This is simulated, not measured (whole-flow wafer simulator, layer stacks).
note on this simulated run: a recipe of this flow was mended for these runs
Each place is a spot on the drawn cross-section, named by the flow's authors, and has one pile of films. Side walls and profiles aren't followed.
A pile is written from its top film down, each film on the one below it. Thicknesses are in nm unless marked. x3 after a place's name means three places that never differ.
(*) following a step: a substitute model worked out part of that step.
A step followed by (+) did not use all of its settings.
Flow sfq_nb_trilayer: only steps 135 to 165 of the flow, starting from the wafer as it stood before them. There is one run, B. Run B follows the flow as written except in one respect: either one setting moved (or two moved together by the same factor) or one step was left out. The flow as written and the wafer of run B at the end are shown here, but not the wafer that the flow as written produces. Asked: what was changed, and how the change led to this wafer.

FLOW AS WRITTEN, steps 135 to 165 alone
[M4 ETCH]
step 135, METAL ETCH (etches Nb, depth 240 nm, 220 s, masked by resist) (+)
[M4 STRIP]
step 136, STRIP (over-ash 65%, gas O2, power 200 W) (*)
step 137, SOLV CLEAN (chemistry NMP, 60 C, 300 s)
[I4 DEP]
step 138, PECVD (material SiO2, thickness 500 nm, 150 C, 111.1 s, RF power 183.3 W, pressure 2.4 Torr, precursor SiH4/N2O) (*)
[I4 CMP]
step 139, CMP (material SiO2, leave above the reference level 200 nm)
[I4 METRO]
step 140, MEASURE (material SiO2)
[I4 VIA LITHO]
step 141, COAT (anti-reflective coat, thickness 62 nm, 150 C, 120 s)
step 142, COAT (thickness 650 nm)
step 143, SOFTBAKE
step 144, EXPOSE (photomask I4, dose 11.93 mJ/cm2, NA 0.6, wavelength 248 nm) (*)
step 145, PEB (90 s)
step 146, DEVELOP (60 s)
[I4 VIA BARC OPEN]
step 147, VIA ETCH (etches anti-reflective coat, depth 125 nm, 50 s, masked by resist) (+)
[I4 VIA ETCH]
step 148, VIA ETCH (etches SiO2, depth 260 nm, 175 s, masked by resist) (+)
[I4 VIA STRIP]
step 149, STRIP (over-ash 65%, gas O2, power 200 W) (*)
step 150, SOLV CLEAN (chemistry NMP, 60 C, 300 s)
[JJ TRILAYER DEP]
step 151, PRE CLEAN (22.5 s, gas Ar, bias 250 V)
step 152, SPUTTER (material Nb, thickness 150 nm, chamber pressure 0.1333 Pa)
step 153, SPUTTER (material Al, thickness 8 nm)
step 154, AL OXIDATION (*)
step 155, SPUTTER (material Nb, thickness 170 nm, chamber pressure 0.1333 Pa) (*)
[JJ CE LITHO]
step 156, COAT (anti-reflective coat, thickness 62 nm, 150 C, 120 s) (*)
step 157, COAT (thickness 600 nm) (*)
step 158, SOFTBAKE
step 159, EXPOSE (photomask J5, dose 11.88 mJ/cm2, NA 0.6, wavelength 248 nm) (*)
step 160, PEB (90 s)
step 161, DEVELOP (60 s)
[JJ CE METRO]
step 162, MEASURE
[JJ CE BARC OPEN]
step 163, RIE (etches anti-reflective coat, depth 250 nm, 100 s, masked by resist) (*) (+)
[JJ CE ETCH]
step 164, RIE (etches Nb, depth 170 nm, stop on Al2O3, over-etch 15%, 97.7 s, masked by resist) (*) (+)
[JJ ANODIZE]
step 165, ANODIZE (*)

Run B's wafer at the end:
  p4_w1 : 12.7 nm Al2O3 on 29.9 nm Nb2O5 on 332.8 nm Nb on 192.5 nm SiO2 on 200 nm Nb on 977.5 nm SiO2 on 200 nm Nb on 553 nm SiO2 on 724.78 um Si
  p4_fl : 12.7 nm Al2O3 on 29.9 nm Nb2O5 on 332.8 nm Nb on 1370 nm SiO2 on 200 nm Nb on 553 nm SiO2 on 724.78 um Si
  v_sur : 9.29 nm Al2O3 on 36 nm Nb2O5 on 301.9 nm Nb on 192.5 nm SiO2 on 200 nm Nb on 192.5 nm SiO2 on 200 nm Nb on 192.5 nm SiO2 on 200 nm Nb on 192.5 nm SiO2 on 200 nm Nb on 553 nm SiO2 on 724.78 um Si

The reason: step 136, STRIP: over-ash 65%, gas O2, power 200 W (*), was omitted.

The path from the change to this, step by step:
  step 138, PECVD (material SiO2, thickness 500 nm, 150 C, 111.1 s, RF power 183.3 W, pressure 2.4 Torr, precursor SiH4/N2O) (*)
      p3_s0, p3_s1, p3_s2, p3_s3, p3_s4, p3_s5: +500 SiO2 (as written it would have been: +561.1 SiO2)
      lsp_r, l0_sur, l0v: +471.7 SiO2 (as written it would have been: +491.7 SiO2)
      (and at 1 other place as well)
  step 139, CMP (material SiO2, leave above the reference level 200 nm)
      p4_fl, p4_fm, p4_w1 and 26 more: -500 SiO2 (all of it), -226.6 KrF-resist-other-grade (as written it would have been: -300 SiO2)
      ln_m5, lsp_m, ln_m6: -500 SiO2 (all of it), -226.3 KrF-resist-other-grade (as written it would have been: -300 SiO2)
      (and at 31 other places as well)
  step 148, VIA ETCH (etches SiO2, depth 260 nm, 175 s, masked by resist) (+)
      via_wl, via_w, via_wr: -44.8 KrF-resist-other-grade (as written it would have been: -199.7 SiO2 (all of it), -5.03 Nb)
  step 149, STRIP (over-ash 65%, gas O2, power 200 W) (*)
      p4_fl, p4_fm, p4_w1 and 26 more: -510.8 KrF-resist-other-grade (all of it), -62 anti-reflective coat (all of it), -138 KrF-resist-other-grade (all of it), -62 anti-reflective coat (all of it) (as written it would have been: -510.8 KrF-resist-other-grade (all of it), -62 anti-reflective coat (all of it))
      ln_m5, lsp_m, ln_m6: -510.8 KrF-resist-other-grade (all of it), -62 anti-reflective coat (all of it), -137.7 KrF-resist-other-grade (all of it), -62.3 anti-reflective coat (all of it) (as written it would have been: -510.8 KrF-resist-other-grade (all of it), -62 anti-reflective coat (all of it))
      (and at 7 other places as well)
  step 151, PRE CLEAN (22.5 s, gas Ar, bias 250 V)
      v_sur, via_sp, via_v and 33 more: -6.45 Nb (as written it would have been: -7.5 SiO2)
  step 152, SPUTTER (material Nb, thickness 150 nm, chamber pressure 0.1333 Pa)
      via_sp, p4_fl, p4_fm and 27 more: +150 Nb (as written it would have been: +150 Nb (new film))
      ln_m5, ln_m6: +129 Nb (as written it would have been: +150 Nb (new film))
      (and at 7 other places as well)
  step 153, SPUTTER (material Al, thickness 8 nm)
      ln_m5, ln_m6: +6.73 Al (new film) (as written it would have been: +8 Al (new film))
      v_sur: +6.21 Al (new film) (as written it would have been: +8 Al (new film))
      (and at 5 other places as well)
  step 155, SPUTTER (material Nb, thickness 170 nm, chamber pressure 0.1333 Pa) (*)
      ln_m5, ln_m6: +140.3 Nb (new film) (as written it would have been: +170 Nb (new film))
      v_sur: +127.6 Nb (new film) (as written it would have been: +170 Nb (new film))
      (and at 5 other places as well)
  step 156, COAT (anti-reflective coat, thickness 62 nm, 150 C, 120 s) (*)
      wl_c_m6, m0r_space_l, m0r_space_r, m6r_space_l x2, m6r_space_r x2: +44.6 anti-reflective coat (new film) (as written it would have been: +62 anti-reflective coat (new film))
      m0r_line_l x3, m0r_line_r x3: +75.9 anti-reflective coat (new film) (as written it would have been: +62 anti-reflective coat (new film))
      (and at 85 other places as well)
  step 157, COAT (thickness 600 nm) (*)
      m0r_line_l x3, m0r_line_r x3: +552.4 KrF-resist-other-grade (new film) (as written it would have been: +600 KrF-resist-other-grade (new film))
      m0r_space_l, m0r_space_r, m6r_space_l x2, m6r_space_r x2: +572.7 KrF-resist-other-grade (new film) (as written it would have been: +600 KrF-resist-other-grade (new film))
      (and at 76 other places as well)
  step 160, PEB (90 s)
      via_v: -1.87 KrF-resist-other-grade (as written it would have been: -1.22 KrF-resist-other-grade)
  step 161, DEVELOP (60 s)
      m0r_line_l x3, m0r_line_r x3: -551.2 KrF-resist-other-grade (all of it) (as written it would have been: -598.7 KrF-resist-other-grade (all of it))
      m0r_space_l, m0r_space_r, m6r_space_l x2, m6r_space_r x2: -571.5 KrF-resist-other-grade (all of it) (as written it would have been: -598.7 KrF-resist-other-grade (all of it))
      (and at 72 other places as well)
  step 163, RIE (etches anti-reflective coat, depth 250 nm, 100 s, masked by resist) (*) (+)
      wl_c_m6, m0r_space_l, m0r_space_r, m6r_space_l x2, m6r_space_r x2: -44.6 anti-reflective coat (all of it) (as written it would have been: -62 anti-reflective coat (all of it))
      m0r_line_l x3, m0r_line_r x3: -75.9 anti-reflective coat (all of it) (as written it would have been: -62 anti-reflective coat (all of it))
      (and at 81 other places as well)
  step 164, RIE (etches Nb, depth 170 nm, stop on Al2O3, over-etch 15%, 97.7 s, masked by resist) (*) (+)
      ln_m5, ln_m6: -140.3 Nb (all of it), -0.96 Al2O3 (all of it) (as written it would have been: -170 Nb (all of it), -0.51 Al2O3)
      v_sur: -127.6 Nb (all of it), -0.96 Al2O3 (all of it) (as written it would have been: -170 Nb (all of it), -0.51 Al2O3)
      (and at 5 other places as well)
  step 165, ANODIZE (*)
      ln_m5, ln_m6: +10.2 Al2O3 (new film), +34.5 Nb2O5 (new film), -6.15 Al (all of it), -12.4 Nb (as written it would have been: +12.2 Al2O3, +29.9 Nb2O5 (new film), -7.42 Al (all of it), -10.8 Nb)
      v_sur: +9.29 Al2O3 (new film), +36 Nb2O5 (new film), -5.63 Al (all of it), -13 Nb (as written it would have been: +12.2 Al2O3, +29.9 Nb2O5 (new film), -7.42 Al (all of it), -10.8 Nb)
      (and at 5 other places as well)
With metal films that touch counted as one body, p4_w1 has 3 bodies (between them, from the top down: SiO2 192.5; SiO2 977.5); the flow as written gives 4 bodies (between them, from the top down: SiO2 192.5; SiO2 192.5; SiO2 977.5).
With metal films that touch counted as one body, p4_fl has 2 bodies (between them, from the top down: SiO2 1370); the flow as written gives 3 bodies (between them, from the top down: SiO2 192.5; SiO2 1370).
With metal films that touch counted as one body, v_sur has 5 bodies (between them, from the top down: SiO2 192.5; SiO2 192.5; SiO2 192.5; SiO2 192.5); the flow as written gives 6 bodies (between them, from the top down: SiO2 192.5; SiO2 192.5; SiO2 192.5; SiO2 192.5; SiO2 192.5).
